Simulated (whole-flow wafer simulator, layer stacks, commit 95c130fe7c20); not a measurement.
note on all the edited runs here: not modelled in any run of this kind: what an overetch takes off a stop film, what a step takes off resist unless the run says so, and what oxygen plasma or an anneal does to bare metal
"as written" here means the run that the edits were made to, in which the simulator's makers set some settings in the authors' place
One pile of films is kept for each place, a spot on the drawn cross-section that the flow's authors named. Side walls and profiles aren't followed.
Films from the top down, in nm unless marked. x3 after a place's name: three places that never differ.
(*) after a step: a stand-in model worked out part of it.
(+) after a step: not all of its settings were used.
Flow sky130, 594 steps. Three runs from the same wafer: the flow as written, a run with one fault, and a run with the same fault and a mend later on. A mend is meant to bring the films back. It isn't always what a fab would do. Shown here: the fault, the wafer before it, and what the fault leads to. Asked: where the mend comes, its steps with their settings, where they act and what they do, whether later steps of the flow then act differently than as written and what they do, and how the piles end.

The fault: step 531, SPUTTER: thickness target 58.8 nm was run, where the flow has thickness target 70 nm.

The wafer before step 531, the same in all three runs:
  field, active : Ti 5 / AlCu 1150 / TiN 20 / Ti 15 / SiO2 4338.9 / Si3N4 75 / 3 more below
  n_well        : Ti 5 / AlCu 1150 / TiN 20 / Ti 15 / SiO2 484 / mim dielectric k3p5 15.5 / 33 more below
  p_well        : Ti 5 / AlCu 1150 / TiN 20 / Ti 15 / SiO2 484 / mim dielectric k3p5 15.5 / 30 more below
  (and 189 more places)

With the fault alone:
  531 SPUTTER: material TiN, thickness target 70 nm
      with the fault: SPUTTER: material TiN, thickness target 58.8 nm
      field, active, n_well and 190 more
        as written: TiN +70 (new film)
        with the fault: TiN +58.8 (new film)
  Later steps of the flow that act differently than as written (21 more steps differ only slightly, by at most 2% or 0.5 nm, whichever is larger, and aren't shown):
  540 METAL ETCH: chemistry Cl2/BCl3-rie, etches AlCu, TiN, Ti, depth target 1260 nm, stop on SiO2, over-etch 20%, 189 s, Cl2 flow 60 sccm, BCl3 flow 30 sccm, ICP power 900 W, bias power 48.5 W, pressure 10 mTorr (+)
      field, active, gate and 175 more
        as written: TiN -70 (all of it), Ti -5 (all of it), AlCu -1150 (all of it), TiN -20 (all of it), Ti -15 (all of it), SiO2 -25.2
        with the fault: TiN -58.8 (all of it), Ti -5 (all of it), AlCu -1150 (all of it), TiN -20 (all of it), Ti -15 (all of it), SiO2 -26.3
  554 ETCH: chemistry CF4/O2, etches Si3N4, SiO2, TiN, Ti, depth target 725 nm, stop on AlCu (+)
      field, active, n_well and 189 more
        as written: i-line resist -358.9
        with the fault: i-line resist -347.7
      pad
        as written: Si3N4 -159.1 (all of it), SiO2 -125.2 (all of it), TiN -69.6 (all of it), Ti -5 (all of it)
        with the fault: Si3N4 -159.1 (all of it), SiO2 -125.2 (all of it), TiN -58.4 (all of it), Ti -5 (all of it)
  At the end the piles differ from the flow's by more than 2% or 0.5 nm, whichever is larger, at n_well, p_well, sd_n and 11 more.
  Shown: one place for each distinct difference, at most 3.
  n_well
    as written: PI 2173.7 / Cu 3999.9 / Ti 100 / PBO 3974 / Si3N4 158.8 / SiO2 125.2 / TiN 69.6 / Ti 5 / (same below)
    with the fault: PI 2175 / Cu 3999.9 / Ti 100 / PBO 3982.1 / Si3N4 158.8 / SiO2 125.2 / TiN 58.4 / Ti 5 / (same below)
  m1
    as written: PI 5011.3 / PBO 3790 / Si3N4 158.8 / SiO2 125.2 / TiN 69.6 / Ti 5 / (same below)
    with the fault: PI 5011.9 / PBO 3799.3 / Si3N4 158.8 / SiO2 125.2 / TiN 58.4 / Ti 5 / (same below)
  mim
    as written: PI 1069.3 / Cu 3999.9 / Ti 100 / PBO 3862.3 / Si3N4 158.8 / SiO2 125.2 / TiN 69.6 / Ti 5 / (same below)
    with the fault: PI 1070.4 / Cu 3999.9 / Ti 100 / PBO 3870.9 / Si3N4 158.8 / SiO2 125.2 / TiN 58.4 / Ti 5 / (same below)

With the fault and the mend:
  The mend comes after step 538.
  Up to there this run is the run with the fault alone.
  538a STRIP: chemistry O2/N2, power 2160 W, pressure 1700 mTorr (*)
      n_well, p_well, sd_n and 9 more
        resist -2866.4 (all of it)
      m1, via4_hole
        resist -2868.5 (all of it)
      via4_enc
        resist -2866.3 (all of it)
  538b SPUTTER: material TiN, thickness target 11.2 nm (the flow's step 531 once more, with other settings)
      field, active, n_well and 190 more
        TiN +11.2
  538c HMDS: 120 C, 60 s (the flow's step 533 once more)
      changes no film at any place that is followed
  538d COAT: resist, thickness 2930 nm (the flow's step 534 once more)
      n_well, p_well, gate_hv and 172 more
        resist +2930 (new film)
      field, active, gate and 13 more
        resist +2929.9 (new film)
      m1, via4_hole
        resist +2932.1 (new film)
  538e SOFTBAKE: resist (the flow's step 535 once more)
      field, active, gate, spacer, m1, sonos_cell, sonos_guard, sonos_guard_hv
        resist +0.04
      nwell_res
        resist +0.03
      pplus_nw
        resist +0.02
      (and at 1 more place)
  538f EXPOSE: photomask MM5, dose 309.9 mJ/cm2, NA 0.6, wavelength 365 nm (*) (the flow's step 536 once more)
      changes no film at any place that is followed
  538g PEB: resist, 70.3 s (the flow's step 537 once more)
      field, active, n_well and 188 more
        resist -63.6
      m1, via4_hole
        resist -63.7
  538h DEVELOP: resist, thickness 2930 nm, developer TMAH-0.26N, 60 s (the flow's step 538 once more)
      field, active, gate and 168 more
        resist -2866.4 (all of it)
      via1_hole, via1_enc, via2_hole, via2_enc, via3_hole, via3_enc, via_li1
        resist -2866.3 (all of it)
  No later step of the flow acts differently than as written at any place that is followed.
  At the end the piles are the same as the flow's at every place that both follow.
